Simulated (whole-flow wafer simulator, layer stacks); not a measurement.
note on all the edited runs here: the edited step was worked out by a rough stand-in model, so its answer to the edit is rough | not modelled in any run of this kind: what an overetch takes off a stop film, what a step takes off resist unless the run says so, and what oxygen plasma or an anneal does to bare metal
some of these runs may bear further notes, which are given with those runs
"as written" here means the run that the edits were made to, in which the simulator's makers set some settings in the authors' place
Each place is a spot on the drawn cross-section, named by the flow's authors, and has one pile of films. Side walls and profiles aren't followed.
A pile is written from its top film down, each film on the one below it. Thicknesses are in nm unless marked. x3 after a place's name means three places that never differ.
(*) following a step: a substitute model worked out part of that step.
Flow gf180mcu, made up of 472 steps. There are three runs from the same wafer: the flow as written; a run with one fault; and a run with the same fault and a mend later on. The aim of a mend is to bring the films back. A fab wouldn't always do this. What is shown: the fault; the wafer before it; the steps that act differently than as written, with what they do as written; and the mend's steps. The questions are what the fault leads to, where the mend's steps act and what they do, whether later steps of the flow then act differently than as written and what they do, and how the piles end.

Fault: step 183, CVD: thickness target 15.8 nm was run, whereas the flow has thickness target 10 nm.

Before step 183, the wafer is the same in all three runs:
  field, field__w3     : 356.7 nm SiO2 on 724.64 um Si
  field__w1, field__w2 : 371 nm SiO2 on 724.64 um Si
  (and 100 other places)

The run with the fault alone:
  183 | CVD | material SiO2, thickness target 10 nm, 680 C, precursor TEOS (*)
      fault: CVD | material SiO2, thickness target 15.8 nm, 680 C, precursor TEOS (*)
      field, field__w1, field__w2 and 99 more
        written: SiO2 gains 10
        fault: SiO2 gains 15.8
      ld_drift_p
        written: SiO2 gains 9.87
        fault: SiO2 gains 15.6
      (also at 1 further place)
  Steps further on in the flow that do not act as written (not shown: 21 more steps that differ only slightly, by at most 2% or 0.5 nm, whichever is larger):
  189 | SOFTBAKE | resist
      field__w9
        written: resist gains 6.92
        fault: resist loses 3.07
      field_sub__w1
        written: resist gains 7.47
        fault: resist gains 9.79
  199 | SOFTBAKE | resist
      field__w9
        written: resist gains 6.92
        fault: resist loses 3.07
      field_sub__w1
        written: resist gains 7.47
        fault: resist gains 9.79
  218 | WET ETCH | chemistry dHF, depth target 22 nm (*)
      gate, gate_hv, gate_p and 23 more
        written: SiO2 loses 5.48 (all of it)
        fault: SiO2 loses 11.3 (all of it)
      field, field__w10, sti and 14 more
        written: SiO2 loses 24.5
        fault: SiO2 loses 25.4
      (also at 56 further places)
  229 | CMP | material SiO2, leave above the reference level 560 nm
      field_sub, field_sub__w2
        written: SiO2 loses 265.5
        fault: SiO2 loses 271
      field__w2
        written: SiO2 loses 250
        fault: SiO2 loses 256.1
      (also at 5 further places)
  The piles end different from the flow's at spacer by more than 2% or 0.5 nm, whichever is larger.
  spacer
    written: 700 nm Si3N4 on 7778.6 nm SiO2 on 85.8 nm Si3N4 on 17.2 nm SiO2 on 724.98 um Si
    fault: 700 nm Si3N4 on 7772.8 nm SiO2 on 85.8 nm Si3N4 on 23 nm SiO2 on 724.98 um Si

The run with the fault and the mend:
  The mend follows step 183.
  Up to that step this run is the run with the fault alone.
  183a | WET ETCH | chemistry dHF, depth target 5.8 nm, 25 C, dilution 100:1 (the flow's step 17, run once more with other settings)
      field, field__w1, field__w2 and 101 more
        SiO2 loses 5.8
  Every later step of the flow that is run acts as written, at every place that is followed, to within 2% or 0.5 nm, whichever is larger.
  When the end is reached, the piles differ only a little from the flow's at the places that both follow, at most by 2% or 0.5 nm, whichever is larger.
